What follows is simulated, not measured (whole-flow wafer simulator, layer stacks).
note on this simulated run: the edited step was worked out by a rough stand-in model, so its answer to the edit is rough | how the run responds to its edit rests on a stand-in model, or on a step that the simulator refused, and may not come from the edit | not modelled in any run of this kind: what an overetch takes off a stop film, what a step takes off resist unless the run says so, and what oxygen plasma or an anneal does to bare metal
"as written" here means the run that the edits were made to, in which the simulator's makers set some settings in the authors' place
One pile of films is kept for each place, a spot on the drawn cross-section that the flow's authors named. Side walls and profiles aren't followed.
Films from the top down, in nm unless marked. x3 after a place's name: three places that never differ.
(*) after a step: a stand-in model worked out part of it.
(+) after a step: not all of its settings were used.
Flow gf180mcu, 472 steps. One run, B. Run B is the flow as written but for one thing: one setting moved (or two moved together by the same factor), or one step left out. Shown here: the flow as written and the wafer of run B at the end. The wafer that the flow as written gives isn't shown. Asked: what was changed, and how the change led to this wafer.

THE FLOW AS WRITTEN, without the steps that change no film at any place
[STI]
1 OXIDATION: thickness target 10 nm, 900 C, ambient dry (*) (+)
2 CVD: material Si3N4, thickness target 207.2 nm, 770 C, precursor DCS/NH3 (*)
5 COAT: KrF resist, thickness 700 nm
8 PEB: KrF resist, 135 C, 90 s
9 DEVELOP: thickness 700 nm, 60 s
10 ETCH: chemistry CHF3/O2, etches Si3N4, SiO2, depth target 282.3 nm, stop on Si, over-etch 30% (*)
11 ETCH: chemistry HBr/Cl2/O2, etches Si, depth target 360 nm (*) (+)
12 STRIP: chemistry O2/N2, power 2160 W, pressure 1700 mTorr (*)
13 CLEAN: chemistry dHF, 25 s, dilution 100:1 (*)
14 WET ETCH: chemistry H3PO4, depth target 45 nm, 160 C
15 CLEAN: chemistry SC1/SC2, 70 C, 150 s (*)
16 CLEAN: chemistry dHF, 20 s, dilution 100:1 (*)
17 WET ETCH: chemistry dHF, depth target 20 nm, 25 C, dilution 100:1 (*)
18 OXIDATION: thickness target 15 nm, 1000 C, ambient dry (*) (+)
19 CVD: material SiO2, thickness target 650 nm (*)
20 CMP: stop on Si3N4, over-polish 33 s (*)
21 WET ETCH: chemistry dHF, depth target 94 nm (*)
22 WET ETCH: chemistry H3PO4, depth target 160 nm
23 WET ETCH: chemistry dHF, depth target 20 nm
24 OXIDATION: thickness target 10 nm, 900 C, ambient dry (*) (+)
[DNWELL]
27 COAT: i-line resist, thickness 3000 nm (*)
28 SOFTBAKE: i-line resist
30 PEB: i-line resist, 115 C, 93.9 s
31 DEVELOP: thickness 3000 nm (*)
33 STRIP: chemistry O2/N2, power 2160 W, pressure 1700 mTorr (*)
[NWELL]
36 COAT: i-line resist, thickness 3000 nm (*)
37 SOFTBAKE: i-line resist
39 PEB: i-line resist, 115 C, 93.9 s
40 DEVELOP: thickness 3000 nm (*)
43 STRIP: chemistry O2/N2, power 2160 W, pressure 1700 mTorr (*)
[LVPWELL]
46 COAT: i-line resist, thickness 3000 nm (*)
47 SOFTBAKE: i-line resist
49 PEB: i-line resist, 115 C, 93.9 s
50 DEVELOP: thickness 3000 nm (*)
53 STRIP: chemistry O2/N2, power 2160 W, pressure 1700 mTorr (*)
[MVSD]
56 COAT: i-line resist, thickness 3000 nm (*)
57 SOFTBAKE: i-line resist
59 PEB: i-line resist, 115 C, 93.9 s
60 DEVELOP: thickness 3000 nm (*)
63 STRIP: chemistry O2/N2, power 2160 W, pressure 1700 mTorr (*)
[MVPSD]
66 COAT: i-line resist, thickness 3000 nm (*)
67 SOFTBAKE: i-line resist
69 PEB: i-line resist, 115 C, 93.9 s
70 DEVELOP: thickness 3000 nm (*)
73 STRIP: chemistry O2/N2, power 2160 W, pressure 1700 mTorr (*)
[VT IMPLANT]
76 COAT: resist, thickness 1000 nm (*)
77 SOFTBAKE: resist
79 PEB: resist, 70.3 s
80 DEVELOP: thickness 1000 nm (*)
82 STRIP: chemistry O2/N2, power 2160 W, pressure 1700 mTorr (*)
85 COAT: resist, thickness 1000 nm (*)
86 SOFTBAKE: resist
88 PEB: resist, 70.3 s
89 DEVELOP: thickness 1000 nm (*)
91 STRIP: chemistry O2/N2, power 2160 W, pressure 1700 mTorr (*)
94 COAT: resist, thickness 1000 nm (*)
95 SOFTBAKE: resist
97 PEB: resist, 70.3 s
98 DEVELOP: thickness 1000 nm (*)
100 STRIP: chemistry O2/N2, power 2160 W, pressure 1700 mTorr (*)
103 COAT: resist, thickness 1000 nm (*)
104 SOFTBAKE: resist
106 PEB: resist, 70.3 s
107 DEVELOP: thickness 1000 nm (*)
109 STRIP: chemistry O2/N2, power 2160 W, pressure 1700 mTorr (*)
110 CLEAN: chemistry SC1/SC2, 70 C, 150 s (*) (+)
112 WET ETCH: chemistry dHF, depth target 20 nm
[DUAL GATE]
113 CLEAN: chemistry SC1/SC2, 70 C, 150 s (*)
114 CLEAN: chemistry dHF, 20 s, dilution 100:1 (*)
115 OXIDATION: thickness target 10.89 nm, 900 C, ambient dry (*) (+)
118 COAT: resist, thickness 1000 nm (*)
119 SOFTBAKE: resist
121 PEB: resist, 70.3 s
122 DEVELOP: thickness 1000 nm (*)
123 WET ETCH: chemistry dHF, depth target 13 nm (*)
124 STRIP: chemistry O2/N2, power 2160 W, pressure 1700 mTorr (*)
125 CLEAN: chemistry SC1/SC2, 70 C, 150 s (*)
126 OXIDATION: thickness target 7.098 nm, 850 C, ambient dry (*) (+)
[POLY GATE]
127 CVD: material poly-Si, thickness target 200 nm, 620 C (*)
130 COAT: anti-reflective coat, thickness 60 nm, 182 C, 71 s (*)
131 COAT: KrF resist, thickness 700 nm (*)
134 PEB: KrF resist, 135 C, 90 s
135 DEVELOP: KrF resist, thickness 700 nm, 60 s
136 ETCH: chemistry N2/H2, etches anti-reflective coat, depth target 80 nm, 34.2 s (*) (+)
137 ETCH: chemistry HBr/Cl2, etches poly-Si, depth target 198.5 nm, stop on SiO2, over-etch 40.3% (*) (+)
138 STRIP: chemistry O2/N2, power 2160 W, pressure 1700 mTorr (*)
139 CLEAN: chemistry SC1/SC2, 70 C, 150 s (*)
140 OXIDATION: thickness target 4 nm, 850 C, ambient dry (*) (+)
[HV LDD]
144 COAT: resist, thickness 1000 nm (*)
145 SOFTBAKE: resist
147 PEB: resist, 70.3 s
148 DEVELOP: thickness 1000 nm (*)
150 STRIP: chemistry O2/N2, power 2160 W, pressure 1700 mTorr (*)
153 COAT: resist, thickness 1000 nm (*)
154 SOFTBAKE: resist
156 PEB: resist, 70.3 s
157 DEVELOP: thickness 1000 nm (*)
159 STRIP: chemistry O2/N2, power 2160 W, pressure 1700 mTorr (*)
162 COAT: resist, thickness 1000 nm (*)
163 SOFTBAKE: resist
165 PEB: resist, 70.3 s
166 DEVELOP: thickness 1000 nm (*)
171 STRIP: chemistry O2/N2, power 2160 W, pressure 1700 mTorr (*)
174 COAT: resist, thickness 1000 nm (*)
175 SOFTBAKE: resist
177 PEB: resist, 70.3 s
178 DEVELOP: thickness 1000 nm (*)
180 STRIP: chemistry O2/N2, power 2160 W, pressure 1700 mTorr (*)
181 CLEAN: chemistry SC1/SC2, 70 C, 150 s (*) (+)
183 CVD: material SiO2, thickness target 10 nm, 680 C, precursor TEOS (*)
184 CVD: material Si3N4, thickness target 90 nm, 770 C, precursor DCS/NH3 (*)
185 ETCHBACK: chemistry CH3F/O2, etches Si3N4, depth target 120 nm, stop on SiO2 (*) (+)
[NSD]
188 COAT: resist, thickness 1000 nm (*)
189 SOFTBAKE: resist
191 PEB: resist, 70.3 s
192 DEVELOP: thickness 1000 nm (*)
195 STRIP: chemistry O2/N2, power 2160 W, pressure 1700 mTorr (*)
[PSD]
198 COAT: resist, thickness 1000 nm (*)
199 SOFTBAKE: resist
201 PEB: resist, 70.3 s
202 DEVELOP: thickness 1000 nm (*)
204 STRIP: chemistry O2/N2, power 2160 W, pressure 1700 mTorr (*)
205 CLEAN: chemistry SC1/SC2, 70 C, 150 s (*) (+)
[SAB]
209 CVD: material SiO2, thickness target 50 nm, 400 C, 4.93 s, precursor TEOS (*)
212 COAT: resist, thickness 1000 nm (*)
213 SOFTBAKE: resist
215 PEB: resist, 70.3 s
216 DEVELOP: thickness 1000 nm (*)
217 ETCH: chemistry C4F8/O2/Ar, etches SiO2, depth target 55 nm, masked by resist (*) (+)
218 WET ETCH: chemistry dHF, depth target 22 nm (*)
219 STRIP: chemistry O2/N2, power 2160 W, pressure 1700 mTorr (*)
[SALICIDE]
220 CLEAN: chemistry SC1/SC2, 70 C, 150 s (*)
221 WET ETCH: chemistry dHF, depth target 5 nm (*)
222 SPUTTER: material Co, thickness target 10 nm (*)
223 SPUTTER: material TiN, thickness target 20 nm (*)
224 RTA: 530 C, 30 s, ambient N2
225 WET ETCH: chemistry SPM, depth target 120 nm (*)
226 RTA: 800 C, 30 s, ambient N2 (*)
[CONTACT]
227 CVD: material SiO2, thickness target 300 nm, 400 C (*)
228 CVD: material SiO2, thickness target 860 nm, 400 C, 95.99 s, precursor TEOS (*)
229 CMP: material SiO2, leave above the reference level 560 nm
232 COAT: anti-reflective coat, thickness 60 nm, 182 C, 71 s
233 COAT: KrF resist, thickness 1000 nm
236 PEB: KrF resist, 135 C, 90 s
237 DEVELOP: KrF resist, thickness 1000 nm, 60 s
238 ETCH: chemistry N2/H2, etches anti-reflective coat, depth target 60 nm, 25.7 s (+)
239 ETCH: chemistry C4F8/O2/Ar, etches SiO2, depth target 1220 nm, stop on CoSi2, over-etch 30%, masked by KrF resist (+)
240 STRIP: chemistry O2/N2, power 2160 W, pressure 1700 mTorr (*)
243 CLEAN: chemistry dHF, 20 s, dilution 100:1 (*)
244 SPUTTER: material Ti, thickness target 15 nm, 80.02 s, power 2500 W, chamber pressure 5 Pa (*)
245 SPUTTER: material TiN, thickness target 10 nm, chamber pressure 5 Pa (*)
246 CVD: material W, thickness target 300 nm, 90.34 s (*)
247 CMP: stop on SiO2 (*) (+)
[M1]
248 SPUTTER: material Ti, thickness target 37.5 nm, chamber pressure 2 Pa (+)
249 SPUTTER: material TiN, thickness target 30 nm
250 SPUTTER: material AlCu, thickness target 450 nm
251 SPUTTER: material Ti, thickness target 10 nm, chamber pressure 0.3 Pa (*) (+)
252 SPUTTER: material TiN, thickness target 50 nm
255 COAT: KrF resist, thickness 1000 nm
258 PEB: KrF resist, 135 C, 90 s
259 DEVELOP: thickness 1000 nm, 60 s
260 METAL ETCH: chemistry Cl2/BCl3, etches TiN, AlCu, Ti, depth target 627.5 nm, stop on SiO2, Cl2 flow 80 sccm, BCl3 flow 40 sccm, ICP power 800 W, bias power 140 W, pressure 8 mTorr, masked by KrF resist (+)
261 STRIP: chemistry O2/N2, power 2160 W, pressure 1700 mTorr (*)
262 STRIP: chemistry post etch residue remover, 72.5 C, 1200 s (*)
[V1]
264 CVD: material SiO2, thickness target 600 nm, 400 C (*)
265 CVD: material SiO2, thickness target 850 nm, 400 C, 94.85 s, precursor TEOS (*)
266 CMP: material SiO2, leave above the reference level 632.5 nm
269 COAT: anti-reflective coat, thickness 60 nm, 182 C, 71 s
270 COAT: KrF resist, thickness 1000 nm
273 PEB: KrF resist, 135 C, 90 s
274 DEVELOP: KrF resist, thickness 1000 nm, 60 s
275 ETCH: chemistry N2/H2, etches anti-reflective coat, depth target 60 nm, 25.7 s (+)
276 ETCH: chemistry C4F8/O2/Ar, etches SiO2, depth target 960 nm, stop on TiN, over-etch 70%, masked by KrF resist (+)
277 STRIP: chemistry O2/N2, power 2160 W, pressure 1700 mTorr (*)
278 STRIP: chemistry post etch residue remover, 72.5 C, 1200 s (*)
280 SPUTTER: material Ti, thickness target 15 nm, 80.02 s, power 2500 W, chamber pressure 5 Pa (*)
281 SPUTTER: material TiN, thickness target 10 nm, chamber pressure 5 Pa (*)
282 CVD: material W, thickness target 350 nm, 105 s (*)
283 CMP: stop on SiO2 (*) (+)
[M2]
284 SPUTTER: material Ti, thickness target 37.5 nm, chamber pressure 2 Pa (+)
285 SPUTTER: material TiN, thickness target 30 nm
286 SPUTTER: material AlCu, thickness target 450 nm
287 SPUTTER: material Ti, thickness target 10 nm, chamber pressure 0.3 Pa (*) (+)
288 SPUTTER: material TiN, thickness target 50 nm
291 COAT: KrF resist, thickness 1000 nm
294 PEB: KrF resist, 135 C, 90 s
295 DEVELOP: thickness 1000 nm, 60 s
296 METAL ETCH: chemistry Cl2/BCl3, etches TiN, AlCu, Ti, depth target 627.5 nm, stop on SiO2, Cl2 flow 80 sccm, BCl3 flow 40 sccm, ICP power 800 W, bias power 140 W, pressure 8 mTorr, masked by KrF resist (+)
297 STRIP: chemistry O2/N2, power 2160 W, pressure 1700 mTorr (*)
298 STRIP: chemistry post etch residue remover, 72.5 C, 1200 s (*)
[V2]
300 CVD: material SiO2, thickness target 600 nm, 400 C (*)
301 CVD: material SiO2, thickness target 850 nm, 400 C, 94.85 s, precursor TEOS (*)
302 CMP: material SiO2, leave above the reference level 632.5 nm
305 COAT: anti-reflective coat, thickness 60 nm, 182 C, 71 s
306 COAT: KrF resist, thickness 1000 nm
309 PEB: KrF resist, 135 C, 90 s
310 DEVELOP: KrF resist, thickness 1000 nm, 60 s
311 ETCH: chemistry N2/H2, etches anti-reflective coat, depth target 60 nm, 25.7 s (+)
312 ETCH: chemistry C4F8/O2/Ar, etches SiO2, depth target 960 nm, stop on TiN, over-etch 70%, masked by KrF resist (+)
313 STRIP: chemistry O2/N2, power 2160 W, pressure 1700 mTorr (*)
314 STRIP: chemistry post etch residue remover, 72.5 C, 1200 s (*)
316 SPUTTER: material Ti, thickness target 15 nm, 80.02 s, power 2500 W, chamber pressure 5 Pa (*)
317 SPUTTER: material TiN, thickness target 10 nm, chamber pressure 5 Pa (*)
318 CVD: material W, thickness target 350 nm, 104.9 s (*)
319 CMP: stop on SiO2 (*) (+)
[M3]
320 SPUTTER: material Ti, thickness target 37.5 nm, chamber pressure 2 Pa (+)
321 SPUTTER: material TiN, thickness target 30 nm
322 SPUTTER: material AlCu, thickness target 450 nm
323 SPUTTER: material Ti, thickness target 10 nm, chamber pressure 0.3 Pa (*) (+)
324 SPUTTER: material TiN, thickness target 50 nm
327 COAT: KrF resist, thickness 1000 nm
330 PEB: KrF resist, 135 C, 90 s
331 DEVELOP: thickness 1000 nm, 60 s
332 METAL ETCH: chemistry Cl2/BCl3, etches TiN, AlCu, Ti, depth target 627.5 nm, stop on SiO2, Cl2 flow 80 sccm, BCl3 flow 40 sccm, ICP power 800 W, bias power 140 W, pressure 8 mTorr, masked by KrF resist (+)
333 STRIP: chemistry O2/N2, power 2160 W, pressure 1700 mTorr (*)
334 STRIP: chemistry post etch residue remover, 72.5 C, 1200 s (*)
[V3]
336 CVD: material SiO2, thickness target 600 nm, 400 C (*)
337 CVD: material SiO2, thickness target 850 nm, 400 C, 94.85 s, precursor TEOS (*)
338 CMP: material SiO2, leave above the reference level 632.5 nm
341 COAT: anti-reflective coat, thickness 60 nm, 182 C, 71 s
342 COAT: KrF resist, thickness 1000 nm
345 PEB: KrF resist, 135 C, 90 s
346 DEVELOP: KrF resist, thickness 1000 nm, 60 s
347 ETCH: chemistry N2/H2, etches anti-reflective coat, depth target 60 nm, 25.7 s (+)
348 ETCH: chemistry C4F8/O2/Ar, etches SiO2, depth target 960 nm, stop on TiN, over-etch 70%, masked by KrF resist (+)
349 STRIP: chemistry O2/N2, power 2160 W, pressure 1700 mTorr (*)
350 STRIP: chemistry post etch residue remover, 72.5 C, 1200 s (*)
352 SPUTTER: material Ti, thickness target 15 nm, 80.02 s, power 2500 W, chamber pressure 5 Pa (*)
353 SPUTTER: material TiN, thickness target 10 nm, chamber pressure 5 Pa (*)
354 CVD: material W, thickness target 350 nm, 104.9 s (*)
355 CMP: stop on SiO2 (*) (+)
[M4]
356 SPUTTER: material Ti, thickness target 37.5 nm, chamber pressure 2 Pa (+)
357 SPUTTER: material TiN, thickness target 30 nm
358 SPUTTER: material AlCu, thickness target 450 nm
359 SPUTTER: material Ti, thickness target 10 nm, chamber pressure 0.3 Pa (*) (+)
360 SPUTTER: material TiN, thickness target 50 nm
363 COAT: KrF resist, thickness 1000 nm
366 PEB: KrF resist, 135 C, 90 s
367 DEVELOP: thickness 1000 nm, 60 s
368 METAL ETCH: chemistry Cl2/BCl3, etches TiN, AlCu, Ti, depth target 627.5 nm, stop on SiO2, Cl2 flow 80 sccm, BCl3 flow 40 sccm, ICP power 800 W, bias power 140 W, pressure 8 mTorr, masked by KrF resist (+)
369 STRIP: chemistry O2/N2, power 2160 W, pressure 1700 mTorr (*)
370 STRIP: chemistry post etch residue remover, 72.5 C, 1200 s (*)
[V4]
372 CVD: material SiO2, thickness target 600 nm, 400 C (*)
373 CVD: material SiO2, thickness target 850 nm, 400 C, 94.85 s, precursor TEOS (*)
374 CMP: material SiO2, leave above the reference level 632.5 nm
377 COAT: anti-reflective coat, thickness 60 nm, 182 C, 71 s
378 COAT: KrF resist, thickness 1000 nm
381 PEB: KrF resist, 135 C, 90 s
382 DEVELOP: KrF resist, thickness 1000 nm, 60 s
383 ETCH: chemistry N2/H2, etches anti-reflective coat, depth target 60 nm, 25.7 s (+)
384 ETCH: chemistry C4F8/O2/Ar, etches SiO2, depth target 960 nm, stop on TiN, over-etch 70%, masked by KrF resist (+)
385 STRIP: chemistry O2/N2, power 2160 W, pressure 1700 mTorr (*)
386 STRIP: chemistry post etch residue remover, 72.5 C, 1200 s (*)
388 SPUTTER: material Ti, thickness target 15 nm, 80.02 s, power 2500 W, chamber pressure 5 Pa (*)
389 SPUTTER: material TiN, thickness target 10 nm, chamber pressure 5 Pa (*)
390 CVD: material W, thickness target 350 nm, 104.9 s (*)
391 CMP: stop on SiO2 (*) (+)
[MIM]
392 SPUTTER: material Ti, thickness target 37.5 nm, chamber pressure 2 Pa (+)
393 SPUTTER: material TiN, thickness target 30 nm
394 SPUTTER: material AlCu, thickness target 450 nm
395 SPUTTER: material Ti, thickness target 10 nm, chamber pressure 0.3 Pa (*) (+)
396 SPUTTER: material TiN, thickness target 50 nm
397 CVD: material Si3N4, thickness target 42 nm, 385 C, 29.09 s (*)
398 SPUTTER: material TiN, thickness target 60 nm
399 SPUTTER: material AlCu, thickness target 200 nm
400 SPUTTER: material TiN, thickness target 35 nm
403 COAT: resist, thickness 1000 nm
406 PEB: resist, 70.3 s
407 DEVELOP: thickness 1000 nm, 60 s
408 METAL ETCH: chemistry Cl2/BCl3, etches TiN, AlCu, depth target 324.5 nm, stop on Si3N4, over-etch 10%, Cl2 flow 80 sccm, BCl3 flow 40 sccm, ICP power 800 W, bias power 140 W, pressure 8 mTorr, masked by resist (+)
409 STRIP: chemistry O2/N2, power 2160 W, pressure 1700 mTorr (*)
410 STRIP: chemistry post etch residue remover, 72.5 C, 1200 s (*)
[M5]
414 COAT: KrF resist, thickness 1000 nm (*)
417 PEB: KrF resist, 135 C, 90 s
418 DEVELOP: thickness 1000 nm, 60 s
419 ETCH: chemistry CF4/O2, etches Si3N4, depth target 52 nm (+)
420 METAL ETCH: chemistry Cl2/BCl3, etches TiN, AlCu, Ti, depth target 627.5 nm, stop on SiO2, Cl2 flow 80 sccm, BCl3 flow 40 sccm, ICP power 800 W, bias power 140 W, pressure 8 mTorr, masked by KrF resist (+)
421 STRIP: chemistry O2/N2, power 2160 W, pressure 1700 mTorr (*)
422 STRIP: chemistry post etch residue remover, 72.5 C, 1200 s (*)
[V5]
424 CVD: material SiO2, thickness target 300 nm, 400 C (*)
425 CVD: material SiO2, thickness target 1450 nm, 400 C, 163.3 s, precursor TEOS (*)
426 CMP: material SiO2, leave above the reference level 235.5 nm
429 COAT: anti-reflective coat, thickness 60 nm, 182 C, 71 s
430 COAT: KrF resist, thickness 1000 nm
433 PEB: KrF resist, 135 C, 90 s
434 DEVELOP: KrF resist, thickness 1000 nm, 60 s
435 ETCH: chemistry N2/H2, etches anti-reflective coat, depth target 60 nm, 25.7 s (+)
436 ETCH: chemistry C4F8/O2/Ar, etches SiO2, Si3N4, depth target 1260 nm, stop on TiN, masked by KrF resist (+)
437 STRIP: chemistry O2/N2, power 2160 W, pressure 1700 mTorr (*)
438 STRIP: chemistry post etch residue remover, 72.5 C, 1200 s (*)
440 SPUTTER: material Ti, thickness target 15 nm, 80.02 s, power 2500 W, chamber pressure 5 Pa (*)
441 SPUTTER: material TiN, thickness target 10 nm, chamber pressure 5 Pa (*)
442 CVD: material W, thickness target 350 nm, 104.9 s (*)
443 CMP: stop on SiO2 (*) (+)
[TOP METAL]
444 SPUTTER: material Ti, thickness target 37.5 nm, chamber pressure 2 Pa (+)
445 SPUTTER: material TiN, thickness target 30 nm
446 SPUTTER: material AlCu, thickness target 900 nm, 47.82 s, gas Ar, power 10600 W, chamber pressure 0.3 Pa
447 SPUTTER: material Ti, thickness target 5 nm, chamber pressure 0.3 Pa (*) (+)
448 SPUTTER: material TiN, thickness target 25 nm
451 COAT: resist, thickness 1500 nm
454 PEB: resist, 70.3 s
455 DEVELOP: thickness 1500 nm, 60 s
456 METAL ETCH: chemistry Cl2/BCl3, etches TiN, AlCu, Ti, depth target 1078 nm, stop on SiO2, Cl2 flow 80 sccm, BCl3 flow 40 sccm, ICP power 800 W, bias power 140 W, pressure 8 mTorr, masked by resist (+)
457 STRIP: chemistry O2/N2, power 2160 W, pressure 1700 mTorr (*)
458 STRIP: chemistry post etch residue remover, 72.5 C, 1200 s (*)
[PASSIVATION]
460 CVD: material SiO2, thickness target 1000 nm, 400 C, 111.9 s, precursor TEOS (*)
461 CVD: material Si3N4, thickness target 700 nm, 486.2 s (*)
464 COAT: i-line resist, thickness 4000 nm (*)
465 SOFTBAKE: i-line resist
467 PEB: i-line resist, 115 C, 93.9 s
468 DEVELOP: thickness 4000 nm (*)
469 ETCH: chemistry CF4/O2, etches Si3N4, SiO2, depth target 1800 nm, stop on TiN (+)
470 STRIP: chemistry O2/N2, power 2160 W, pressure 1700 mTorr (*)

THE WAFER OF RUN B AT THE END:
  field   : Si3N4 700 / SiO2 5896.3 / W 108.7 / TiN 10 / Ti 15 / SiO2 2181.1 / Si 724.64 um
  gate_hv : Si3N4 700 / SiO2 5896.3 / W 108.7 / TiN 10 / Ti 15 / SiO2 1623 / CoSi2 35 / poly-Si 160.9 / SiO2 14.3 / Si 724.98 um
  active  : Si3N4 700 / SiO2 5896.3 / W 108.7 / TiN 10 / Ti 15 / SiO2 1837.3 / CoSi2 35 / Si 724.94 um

The cause: step 265, CVD: thickness target 374 nm was run, where the flow has thickness target 850 nm; step 265, CVD: 41.73 s was run, where the flow has 94.85 s.

How the change led to this, step by step:
  265 CVD: material SiO2, thickness target 850 nm, 400 C, 94.85 s, precursor TEOS (*)
      field, field__w1, field__w2 and 108 more: SiO2 +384 (as written it would be: SiO2 +850)
  266 CMP: material SiO2, leave above the reference level 632.5 nm
      field, field__w1, field__w2 and 99 more: nothing (as written it would be: SiO2 -300)
      field__w8, contact, m1 and 6 more: SiO2 -411.1 (as written it would be: SiO2 -877.1)
  269 COAT: anti-reflective coat, thickness 60 nm, 182 C, 71 s
      field: anti-reflective coat +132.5 (new film) (as written it would be: anti-reflective coat +60 (new film))
      field__w1: anti-reflective coat +89.2 (new film) (as written it would be: anti-reflective coat +60 (new film))
      (and at 20 more places)
  270 COAT: KrF resist, thickness 1000 nm
      field: KrF resist +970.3 (new film) (as written it would be: KrF resist +1000 (new film))
      field__w1: KrF resist +973.7 (new film) (as written it would be: KrF resist +1000 (new film))
      (and at 11 more places)
  273 PEB: KrF resist, 135 C, 90 s
      n_well: KrF resist -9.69 (as written it would be: KrF resist -10.5)
      contact: KrF resist -9.14 (as written it would be: KrF resist -10.5)
      (and at 4 more places)
  274 DEVELOP: KrF resist, thickness 1000 nm, 60 s
      contact: KrF resist -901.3 (all of it) (as written it would be: KrF resist -989.5 (all of it))
  275 ETCH: chemistry N2/H2, etches anti-reflective coat, depth target 60 nm, 25.7 s (+)
      contact: anti-reflective coat -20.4 (all of it), SiO2 -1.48 (as written it would be: anti-reflective coat -60 (all of it), SiO2 -0.46)
  277 STRIP: chemistry O2/N2, power 2160 W, pressure 1700 mTorr (*)
      field: KrF resist -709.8 (all of it), anti-reflective coat -132.5 (all of it) (as written it would be: KrF resist -739.2 (all of it), anti-reflective coat -60 (all of it))
      field__w1: KrF resist -713.2 (all of it), anti-reflective coat -89.2 (all of it) (as written it would be: KrF resist -739.2 (all of it), anti-reflective coat -60 (all of it))
      (and at 19 more places)
  280 SPUTTER: material Ti, thickness target 15 nm, 80.02 s, power 2500 W, chamber pressure 5 Pa (*)
      contact: Ti +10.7 (new film) (as written it would be: Ti +9.65 (new film))
  281 SPUTTER: material TiN, thickness target 10 nm, chamber pressure 5 Pa (*)
      contact: TiN +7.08 (new film) (as written it would be: TiN +6.4 (new film))
  282 CVD: material W, thickness target 350 nm, 105 s (*)
      contact: W +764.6 (new film) (as written it would be: W +932.3 (new film))
  283 CMP: stop on SiO2 (*) (+)
      field, field__w1, field__w2 and 99 more: W -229 (as written it would be: W -350 (all of it), TiN -10 (all of it), Ti -15 (all of it), SiO2 -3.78)
      field__w8, m1, m1__w1, polyc_n, polyc_n_rim, polyc_p, polyc_p_rim, m1_nw: W -350 (all of it), TiN -10 (all of it), Ti -15 (all of it), SiO2 -20 (as written it would be: W -350 (all of it), TiN -10 (all of it), Ti -15 (all of it), SiO2 -3.78)
      (and at 1 more place)
  296 METAL ETCH: chemistry Cl2/BCl3, etches TiN, AlCu, Ti, depth target 627.5 nm, stop on SiO2, Cl2 flow 80 sccm, BCl3 flow 40 sccm, ICP power 800 W, bias power 140 W, pressure 8 mTorr, masked by KrF resist (+)
      field, field__w1, field__w2 and 99 more: TiN -50 (all of it), Ti -10 (all of it), AlCu -450 (all of it), TiN -30 (all of it), Ti -37.5 (all of it), W -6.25 (as written it would be: TiN -50 (all of it), Ti -10 (all of it), AlCu -450 (all of it), TiN -30 (all of it), Ti -37.5 (all of it))
  298 STRIP: chemistry post etch residue remover, 72.5 C, 1200 s (*)
      field, field__w1, field__w2 and 99 more: W -6.01 (as written it would be: nothing)
  300 CVD: material SiO2, thickness target 600 nm, 400 C (*)
      field, field__w1, field__w2 and 99 more: SiO2 +600 (new film) (as written it would be: SiO2 +600)
  302 CMP: material SiO2, leave above the reference level 632.5 nm
      field, field__w1, field__w2 and 99 more: SiO2 -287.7 (as written it would be: SiO2 -300)
Counting metal films that touch as one body, field has 1 body; the flow as written gives 0 bodies.
Counting metal films that touch as one body, gate_hv has 2 bodies (between them, from the top down: SiO2 1623); the flow as written gives 1 body.
Counting metal films that touch as one body, active has 2 bodies (between them, from the top down: SiO2 1837.3); the flow as written gives 1 body.
